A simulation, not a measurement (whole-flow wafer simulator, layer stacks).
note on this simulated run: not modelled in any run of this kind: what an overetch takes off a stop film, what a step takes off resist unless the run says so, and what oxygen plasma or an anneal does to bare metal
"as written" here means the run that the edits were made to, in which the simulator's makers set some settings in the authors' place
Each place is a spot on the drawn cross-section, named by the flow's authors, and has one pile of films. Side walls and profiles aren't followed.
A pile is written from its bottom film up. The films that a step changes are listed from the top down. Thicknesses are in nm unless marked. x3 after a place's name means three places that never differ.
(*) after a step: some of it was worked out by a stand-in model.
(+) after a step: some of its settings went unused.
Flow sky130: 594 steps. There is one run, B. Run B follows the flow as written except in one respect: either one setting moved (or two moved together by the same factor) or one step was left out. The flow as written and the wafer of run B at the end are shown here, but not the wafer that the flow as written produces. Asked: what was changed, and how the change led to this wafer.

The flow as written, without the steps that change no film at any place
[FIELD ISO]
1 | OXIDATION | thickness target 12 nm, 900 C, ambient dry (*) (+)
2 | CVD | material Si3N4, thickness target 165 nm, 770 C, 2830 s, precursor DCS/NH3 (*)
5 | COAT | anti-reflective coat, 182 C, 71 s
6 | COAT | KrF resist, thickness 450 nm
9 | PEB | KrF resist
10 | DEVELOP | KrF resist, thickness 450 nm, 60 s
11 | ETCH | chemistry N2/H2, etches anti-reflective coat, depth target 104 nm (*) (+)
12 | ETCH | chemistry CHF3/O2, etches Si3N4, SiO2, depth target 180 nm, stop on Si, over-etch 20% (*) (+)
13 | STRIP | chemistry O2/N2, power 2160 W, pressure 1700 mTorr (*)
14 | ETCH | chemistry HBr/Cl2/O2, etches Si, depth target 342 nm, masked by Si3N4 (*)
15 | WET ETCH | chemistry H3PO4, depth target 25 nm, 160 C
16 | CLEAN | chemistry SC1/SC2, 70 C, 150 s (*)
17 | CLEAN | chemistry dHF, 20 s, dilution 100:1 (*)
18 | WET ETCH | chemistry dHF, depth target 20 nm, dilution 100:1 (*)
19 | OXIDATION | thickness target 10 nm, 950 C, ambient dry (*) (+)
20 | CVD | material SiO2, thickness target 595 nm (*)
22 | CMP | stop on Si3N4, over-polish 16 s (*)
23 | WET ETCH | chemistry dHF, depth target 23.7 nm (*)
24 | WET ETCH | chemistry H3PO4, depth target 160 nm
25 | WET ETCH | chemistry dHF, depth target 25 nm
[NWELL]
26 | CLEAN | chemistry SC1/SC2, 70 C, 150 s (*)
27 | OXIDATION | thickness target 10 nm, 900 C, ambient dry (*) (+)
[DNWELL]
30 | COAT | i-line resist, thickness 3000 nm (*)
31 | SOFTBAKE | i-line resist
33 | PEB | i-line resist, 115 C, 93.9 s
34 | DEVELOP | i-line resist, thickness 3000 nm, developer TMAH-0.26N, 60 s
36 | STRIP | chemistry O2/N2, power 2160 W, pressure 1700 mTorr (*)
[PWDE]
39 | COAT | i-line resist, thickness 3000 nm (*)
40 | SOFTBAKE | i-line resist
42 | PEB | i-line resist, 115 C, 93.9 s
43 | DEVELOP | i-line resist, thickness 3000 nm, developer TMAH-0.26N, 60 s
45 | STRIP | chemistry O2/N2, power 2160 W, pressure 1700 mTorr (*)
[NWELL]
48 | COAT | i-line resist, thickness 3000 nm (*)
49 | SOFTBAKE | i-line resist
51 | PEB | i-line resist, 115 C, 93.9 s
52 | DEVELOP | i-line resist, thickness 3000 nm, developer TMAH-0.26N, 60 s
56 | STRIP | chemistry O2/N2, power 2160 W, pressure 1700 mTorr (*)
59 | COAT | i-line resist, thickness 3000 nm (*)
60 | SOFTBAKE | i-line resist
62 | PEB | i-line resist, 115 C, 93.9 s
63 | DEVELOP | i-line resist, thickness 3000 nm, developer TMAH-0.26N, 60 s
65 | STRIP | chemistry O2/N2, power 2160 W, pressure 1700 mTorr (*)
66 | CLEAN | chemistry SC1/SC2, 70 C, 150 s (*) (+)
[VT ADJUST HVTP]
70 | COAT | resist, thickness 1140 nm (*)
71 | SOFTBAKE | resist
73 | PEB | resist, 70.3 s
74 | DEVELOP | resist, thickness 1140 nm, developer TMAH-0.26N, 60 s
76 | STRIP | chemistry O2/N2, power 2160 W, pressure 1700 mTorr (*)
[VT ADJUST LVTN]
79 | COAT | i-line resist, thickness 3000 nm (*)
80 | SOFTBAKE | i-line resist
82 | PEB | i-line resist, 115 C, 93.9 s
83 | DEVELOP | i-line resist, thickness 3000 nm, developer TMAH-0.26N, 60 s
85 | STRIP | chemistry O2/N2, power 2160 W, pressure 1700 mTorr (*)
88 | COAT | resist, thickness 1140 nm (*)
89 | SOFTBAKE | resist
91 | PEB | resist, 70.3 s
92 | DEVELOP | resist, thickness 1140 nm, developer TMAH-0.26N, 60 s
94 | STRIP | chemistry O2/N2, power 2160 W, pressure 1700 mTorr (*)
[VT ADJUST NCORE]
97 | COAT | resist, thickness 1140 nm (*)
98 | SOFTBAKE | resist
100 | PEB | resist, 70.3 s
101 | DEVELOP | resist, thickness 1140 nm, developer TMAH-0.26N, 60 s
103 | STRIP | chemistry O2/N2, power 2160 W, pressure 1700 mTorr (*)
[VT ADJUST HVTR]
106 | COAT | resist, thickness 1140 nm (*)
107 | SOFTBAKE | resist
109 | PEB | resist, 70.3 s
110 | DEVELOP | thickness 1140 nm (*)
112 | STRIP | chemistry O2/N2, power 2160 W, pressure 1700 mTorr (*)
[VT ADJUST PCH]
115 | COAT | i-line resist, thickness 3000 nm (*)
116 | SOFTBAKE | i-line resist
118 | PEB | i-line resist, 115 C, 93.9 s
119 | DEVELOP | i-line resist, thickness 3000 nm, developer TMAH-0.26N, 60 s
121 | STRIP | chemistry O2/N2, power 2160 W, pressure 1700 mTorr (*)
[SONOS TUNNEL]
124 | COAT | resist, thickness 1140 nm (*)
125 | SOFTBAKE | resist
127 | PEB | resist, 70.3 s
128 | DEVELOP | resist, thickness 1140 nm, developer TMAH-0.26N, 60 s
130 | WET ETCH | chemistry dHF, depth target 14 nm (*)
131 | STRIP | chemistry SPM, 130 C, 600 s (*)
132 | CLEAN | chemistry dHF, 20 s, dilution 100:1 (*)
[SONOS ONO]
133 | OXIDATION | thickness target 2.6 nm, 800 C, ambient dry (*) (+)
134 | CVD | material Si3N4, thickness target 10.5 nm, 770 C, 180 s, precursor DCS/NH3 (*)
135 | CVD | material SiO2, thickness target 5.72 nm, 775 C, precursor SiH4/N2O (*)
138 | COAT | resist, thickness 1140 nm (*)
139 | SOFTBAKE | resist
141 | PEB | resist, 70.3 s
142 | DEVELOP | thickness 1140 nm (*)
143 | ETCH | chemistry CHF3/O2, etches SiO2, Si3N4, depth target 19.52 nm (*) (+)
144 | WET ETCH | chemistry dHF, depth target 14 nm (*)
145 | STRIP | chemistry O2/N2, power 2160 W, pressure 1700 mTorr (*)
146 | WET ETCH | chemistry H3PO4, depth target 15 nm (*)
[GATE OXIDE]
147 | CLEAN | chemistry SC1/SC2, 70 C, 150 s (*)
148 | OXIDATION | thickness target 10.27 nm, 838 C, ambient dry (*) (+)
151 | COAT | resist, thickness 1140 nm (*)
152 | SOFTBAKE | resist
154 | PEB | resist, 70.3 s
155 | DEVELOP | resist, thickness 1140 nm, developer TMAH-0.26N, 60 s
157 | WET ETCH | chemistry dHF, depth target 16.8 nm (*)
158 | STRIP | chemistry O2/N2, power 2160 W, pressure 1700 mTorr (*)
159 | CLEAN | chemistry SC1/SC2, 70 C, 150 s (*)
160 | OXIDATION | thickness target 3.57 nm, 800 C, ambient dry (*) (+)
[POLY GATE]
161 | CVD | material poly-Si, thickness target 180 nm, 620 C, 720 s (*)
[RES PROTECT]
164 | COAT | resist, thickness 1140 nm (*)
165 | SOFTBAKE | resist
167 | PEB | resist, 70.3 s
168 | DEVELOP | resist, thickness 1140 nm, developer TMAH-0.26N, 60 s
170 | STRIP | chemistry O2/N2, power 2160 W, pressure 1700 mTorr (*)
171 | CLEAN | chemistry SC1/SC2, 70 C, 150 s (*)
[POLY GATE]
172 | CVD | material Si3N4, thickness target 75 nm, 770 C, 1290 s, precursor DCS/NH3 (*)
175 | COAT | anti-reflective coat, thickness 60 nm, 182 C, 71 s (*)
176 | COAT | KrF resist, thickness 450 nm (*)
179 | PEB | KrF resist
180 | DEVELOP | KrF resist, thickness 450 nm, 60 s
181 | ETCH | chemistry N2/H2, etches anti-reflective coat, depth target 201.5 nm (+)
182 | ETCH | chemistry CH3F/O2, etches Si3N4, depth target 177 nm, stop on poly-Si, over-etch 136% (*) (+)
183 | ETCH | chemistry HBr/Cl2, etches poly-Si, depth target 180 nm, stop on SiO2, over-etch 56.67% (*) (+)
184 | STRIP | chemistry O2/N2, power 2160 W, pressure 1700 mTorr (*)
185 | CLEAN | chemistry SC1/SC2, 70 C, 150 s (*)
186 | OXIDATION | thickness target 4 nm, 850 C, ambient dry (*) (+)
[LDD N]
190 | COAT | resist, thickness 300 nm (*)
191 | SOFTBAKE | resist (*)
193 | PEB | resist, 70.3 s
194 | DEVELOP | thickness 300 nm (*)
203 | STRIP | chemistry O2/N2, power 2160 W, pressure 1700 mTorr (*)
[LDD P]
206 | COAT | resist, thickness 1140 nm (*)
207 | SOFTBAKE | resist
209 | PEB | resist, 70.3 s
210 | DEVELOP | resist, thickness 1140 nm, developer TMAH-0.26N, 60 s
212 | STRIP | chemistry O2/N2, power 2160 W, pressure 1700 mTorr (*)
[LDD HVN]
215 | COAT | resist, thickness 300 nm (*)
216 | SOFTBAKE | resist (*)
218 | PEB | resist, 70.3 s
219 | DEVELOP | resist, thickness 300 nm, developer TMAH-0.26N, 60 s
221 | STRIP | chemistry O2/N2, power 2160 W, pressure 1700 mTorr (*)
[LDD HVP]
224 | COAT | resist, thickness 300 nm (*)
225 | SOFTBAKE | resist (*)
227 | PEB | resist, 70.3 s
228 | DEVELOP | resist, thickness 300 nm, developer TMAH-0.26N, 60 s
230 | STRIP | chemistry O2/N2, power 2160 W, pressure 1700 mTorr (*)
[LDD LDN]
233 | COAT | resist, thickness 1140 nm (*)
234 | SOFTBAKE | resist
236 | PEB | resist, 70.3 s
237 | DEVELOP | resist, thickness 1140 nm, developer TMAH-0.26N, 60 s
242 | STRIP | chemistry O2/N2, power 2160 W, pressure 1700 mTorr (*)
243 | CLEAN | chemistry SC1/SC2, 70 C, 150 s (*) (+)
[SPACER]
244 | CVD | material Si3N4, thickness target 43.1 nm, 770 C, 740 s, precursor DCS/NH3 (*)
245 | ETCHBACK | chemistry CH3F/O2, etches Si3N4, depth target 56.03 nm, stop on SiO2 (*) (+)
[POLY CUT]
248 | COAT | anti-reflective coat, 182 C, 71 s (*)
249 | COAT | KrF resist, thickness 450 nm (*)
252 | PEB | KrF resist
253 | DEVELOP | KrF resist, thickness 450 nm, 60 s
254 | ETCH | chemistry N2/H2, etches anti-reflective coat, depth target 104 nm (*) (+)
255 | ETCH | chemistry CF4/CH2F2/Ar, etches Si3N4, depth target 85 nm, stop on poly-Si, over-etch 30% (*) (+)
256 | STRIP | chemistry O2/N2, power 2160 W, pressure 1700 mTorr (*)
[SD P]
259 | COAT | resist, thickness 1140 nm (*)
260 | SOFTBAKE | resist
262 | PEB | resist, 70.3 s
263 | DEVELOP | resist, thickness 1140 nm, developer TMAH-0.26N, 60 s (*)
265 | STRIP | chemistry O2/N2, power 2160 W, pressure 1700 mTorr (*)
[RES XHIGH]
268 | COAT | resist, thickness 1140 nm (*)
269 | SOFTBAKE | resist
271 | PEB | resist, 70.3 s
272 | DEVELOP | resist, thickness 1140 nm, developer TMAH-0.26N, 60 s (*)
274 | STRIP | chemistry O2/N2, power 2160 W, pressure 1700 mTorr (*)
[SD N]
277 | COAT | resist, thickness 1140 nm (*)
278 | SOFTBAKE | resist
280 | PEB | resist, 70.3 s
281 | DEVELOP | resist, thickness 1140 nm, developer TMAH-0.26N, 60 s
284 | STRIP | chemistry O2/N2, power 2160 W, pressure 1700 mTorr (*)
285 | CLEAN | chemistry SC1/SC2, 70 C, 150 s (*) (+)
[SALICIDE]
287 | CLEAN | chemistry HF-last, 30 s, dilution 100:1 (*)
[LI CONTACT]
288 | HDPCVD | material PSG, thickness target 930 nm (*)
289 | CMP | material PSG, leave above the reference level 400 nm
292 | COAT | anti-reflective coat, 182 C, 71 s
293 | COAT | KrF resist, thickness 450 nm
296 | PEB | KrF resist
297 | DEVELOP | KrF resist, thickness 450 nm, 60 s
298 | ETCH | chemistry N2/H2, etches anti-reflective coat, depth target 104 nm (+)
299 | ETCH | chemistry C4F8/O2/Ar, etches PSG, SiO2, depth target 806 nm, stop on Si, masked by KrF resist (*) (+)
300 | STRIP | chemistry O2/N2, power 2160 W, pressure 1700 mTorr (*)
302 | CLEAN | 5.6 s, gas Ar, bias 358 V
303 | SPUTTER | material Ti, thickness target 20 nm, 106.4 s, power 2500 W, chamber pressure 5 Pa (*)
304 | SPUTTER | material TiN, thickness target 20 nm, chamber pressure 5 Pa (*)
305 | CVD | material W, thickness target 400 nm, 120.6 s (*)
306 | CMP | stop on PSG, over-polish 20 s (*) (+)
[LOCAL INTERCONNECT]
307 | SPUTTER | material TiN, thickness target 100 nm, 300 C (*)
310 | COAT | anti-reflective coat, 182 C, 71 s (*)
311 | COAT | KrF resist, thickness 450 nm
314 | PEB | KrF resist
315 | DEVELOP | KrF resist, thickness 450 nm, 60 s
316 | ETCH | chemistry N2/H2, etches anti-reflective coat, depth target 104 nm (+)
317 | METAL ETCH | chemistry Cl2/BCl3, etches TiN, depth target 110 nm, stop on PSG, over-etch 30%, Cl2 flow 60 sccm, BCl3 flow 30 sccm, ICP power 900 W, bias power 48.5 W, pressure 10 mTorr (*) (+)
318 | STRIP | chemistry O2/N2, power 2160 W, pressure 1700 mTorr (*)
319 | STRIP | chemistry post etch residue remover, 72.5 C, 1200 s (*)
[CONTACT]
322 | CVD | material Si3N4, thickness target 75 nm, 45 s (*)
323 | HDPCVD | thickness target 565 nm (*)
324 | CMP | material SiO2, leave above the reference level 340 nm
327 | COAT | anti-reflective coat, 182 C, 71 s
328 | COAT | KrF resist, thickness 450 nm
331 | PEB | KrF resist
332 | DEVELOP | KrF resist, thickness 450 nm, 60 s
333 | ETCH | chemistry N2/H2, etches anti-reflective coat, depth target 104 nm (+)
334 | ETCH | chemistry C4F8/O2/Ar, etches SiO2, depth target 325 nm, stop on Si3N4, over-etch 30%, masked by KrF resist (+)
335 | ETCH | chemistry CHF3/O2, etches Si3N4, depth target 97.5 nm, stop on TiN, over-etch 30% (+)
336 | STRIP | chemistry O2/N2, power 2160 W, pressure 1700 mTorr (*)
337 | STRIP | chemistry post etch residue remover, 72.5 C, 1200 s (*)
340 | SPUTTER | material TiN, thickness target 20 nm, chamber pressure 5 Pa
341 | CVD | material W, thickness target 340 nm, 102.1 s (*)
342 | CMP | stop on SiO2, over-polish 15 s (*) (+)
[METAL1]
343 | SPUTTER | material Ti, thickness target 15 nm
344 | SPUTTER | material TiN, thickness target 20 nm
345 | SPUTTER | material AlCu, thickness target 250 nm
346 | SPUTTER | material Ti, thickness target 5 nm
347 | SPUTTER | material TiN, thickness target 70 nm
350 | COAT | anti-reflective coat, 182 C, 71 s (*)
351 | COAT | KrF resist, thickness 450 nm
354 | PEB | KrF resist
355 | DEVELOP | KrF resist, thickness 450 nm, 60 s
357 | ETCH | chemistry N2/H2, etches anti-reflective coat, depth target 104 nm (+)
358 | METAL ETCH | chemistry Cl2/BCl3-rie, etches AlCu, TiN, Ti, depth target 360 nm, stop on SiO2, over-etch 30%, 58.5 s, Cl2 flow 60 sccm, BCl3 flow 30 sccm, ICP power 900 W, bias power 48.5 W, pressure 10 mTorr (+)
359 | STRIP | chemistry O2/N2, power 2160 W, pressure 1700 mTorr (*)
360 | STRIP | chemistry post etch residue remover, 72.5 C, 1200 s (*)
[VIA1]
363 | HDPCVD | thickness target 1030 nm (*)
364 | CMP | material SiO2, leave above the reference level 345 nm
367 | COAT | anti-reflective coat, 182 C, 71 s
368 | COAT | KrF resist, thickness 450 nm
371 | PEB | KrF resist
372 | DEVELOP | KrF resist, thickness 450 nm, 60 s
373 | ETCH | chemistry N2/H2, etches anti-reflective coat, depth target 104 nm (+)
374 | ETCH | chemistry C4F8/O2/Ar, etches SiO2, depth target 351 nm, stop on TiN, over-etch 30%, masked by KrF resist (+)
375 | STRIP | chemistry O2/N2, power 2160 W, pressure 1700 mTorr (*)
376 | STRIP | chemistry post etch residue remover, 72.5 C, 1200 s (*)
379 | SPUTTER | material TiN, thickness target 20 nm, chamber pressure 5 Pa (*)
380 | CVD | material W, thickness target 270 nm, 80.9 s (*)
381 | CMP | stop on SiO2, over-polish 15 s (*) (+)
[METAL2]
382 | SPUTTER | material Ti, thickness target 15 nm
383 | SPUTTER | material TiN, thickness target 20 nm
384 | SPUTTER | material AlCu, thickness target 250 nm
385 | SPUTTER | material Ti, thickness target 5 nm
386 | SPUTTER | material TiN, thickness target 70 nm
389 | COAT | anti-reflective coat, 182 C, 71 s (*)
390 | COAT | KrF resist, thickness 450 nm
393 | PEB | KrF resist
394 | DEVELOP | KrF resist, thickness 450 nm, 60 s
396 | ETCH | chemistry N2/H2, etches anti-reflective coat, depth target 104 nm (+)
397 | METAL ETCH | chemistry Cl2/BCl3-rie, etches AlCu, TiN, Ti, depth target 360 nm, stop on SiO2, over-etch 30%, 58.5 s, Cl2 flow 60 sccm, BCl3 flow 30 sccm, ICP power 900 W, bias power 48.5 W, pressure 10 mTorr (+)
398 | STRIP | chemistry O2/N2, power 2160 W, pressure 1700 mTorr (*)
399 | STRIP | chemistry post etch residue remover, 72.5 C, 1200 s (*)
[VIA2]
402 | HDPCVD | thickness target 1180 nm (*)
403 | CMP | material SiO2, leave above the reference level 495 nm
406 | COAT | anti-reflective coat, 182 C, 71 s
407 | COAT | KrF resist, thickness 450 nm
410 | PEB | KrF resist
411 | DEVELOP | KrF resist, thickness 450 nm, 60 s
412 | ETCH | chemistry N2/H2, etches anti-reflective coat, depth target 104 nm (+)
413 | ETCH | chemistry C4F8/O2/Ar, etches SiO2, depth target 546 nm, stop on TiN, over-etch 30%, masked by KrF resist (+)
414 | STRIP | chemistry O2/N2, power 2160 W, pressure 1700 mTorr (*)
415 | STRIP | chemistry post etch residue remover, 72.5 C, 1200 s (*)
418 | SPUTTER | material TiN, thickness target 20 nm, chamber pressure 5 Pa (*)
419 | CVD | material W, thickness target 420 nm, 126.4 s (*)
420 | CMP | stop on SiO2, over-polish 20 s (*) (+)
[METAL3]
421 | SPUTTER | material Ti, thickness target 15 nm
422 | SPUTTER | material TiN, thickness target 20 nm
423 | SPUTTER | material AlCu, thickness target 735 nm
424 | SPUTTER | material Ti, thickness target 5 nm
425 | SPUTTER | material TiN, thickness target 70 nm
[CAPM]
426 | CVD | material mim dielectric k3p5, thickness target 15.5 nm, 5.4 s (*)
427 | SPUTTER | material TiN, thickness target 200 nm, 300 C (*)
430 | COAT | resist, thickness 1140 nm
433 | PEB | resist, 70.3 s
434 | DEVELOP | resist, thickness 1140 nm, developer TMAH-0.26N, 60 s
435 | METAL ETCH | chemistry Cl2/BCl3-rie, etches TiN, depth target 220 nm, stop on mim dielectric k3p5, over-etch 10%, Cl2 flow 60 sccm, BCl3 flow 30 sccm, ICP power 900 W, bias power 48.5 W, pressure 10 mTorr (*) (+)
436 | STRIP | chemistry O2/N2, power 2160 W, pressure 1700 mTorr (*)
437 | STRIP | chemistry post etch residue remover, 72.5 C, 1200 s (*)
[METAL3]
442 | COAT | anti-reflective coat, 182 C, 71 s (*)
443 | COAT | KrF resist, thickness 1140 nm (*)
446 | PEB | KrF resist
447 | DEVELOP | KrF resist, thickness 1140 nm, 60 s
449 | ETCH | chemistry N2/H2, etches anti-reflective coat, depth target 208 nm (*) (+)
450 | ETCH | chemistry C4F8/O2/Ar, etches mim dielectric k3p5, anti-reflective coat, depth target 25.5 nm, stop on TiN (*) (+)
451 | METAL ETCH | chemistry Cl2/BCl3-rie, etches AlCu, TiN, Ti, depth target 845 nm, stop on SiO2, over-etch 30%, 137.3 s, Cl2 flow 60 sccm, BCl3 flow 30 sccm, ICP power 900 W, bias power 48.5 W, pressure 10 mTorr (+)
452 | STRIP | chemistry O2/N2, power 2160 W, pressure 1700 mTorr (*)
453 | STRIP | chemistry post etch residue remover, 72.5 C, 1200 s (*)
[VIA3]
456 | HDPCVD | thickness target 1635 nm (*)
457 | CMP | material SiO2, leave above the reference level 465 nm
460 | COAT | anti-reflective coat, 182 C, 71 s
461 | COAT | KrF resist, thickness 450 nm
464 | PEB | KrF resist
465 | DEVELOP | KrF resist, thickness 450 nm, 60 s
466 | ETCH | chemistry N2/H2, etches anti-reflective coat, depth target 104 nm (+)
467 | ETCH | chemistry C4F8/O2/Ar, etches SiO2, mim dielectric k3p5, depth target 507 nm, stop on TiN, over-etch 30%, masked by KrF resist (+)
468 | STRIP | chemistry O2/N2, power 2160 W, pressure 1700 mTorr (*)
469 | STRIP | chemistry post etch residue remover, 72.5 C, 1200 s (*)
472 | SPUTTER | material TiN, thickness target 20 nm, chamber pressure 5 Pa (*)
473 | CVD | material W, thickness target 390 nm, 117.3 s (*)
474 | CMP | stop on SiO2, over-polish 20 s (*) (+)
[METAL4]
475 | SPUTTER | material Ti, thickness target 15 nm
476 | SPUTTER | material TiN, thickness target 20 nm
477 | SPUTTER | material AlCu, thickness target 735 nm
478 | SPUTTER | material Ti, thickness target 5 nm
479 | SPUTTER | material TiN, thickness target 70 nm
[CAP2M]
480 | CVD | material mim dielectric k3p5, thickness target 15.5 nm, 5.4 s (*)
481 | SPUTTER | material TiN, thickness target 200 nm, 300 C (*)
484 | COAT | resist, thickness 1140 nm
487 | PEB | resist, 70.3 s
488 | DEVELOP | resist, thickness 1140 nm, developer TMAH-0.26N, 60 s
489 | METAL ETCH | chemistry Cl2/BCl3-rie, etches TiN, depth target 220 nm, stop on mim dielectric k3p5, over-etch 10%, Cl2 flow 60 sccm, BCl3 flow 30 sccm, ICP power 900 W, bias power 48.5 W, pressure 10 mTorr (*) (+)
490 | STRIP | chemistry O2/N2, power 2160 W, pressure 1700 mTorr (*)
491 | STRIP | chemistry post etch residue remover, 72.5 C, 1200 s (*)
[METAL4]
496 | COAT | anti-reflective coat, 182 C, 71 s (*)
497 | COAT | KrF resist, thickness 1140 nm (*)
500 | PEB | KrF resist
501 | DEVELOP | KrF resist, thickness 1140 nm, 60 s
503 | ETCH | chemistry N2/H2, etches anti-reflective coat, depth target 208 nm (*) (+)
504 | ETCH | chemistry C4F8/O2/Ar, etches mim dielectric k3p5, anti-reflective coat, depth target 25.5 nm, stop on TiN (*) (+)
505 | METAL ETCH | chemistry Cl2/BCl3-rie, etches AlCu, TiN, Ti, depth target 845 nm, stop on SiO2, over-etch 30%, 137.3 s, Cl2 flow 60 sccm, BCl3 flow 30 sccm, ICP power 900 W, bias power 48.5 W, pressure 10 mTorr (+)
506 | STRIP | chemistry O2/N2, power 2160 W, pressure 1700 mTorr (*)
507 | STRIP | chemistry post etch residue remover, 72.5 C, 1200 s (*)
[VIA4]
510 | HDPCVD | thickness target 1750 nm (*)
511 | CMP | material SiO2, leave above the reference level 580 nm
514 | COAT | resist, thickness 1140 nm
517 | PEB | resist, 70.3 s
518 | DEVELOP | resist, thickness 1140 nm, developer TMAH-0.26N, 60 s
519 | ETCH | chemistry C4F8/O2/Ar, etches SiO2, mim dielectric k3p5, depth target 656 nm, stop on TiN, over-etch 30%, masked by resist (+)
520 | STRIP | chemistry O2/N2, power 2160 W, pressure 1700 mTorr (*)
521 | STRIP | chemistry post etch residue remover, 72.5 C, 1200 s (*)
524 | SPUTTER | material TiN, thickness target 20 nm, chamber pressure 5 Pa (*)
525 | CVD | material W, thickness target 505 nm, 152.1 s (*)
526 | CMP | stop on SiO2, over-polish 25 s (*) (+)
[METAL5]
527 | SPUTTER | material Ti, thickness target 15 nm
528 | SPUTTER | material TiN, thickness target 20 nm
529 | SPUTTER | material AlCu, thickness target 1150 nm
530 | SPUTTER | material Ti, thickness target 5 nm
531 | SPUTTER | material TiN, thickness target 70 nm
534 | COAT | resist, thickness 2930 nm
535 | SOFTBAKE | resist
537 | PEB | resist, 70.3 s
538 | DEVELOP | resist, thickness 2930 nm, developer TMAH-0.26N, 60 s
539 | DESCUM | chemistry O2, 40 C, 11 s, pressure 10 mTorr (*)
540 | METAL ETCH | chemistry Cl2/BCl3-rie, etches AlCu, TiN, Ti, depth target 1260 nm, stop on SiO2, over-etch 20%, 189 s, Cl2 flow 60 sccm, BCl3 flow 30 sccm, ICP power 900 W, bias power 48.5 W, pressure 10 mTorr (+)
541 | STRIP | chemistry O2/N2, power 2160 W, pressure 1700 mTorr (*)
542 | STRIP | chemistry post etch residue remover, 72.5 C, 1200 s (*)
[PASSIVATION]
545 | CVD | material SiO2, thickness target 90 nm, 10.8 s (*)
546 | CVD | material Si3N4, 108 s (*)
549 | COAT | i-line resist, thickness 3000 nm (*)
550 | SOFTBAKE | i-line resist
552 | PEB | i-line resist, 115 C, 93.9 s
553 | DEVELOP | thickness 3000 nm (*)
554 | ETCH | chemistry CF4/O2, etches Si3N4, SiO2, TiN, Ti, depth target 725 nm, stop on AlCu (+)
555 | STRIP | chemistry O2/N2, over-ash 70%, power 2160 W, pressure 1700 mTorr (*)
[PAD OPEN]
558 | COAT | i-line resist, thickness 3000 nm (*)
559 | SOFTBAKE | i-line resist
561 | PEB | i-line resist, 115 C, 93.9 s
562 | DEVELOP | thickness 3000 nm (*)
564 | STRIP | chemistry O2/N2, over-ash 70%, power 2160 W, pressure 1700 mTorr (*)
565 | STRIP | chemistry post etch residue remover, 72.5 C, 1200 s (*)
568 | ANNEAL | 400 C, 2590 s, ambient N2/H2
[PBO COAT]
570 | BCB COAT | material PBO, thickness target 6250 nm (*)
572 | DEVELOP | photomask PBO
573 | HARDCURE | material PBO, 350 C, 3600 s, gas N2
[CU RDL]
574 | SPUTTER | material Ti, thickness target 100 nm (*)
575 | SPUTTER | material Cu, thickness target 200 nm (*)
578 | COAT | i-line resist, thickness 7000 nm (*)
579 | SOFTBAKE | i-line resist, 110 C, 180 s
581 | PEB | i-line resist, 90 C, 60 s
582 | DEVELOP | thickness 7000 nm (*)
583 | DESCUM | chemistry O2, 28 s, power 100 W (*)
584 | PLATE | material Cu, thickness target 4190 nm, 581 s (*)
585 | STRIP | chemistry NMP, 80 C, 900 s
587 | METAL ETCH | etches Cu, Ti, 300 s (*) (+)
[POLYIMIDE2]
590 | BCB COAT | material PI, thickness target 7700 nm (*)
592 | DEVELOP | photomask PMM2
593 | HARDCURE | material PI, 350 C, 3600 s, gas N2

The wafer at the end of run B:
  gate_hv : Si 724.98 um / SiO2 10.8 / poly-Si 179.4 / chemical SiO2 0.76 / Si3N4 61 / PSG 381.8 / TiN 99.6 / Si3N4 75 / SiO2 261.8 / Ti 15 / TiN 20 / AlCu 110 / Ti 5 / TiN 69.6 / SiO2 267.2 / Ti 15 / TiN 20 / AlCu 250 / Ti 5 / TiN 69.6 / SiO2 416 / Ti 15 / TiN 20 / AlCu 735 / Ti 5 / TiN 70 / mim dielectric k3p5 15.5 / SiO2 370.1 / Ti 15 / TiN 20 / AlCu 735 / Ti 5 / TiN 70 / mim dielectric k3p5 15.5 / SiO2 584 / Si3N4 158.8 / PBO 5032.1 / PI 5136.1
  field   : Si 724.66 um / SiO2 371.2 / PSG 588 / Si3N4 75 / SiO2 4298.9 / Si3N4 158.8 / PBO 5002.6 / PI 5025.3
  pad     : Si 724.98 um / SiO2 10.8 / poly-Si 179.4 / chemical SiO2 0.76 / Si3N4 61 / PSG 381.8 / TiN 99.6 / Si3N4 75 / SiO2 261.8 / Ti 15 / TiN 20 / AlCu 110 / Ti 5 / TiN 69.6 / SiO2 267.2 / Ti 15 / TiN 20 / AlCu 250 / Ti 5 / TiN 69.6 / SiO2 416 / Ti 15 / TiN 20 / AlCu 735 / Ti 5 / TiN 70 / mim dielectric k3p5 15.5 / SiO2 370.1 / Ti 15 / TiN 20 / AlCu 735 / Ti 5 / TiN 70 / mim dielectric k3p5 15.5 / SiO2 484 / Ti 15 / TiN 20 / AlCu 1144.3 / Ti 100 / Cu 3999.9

What caused this: step 345, SPUTTER: thickness target 110 nm was run, though the flow has thickness target 250 nm.
The wafer itself shows it: gate_hv has AlCu 110, and step 345 as written asks for 250 nm.

How this came from the change, step by step:
  345 | SPUTTER | material AlCu, thickness target 250 nm
      field, active, n_well and 188 more: AlCu gains 110 (new film) (in the flow as written it would be: AlCu gains 250 (new film))
  358 | METAL ETCH | chemistry Cl2/BCl3-rie, etches AlCu, TiN, Ti, depth target 360 nm, stop on SiO2, over-etch 30%, 58.5 s, Cl2 flow 60 sccm, BCl3 flow 30 sccm, ICP power 900 W, bias power 48.5 W, pressure 10 mTorr (+)
      field, active, gate and 81 more: TiN loses 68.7 (all of it), Ti loses 5 (all of it), AlCu loses 110 (all of it), TiN loses 20 (all of it), Ti loses 15 (all of it), SiO2 loses 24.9 (in the flow as written it would be: TiN loses 68.7 (all of it), Ti loses 5 (all of it), AlCu loses 250 (all of it), TiN loses 20 (all of it), Ti loses 15 (all of it), SiO2 loses 10.9)
  364 | CMP | material SiO2, leave above the reference level 345 nm
      field, active, gate and 81 more: SiO2 loses 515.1 (in the flow as written it would be: SiO2 loses 389.1)
